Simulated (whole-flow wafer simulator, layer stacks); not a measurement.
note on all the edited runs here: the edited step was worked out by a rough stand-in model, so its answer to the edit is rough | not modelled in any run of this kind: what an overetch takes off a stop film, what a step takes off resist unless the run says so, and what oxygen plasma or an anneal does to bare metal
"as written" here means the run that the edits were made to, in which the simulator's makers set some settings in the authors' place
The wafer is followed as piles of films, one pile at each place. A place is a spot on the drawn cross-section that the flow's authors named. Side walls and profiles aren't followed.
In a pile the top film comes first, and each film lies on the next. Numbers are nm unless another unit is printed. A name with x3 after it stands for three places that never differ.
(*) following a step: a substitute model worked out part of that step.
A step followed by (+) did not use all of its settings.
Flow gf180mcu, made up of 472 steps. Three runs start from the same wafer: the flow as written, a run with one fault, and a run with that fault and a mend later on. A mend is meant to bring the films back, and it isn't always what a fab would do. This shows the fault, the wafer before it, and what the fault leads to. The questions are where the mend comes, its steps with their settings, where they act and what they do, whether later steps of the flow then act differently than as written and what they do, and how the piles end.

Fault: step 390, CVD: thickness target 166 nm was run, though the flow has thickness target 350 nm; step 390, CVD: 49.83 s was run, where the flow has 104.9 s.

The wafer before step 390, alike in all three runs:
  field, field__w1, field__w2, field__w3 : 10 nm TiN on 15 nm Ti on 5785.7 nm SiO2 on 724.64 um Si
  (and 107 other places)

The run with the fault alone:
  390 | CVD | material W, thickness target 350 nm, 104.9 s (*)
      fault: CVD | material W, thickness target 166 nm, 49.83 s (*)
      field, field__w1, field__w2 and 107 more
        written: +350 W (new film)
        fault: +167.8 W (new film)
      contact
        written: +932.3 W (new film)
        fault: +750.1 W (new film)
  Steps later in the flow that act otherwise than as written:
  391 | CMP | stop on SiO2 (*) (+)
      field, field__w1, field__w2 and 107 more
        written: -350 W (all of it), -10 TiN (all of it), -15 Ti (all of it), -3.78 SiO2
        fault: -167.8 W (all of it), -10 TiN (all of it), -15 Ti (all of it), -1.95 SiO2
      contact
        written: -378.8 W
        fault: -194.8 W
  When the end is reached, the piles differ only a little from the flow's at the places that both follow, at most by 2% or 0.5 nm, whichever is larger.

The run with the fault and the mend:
  The mend stands after step 390.
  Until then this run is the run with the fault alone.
  390a | CVD | material W, thickness target 184 nm, 55.15 s (the flow's step 390, run once more with other settings)
      field, field__w1, field__w2 and 108 more
        +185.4 W
  None of the later steps of the flow differs from how it acts as written, at any place that is followed, by more than 2% or 0.5 nm, whichever is larger.
  When the end is reached, the piles differ only a little from the flow's at the places that both follow, at most by 2% or 0.5 nm, whichever is larger.
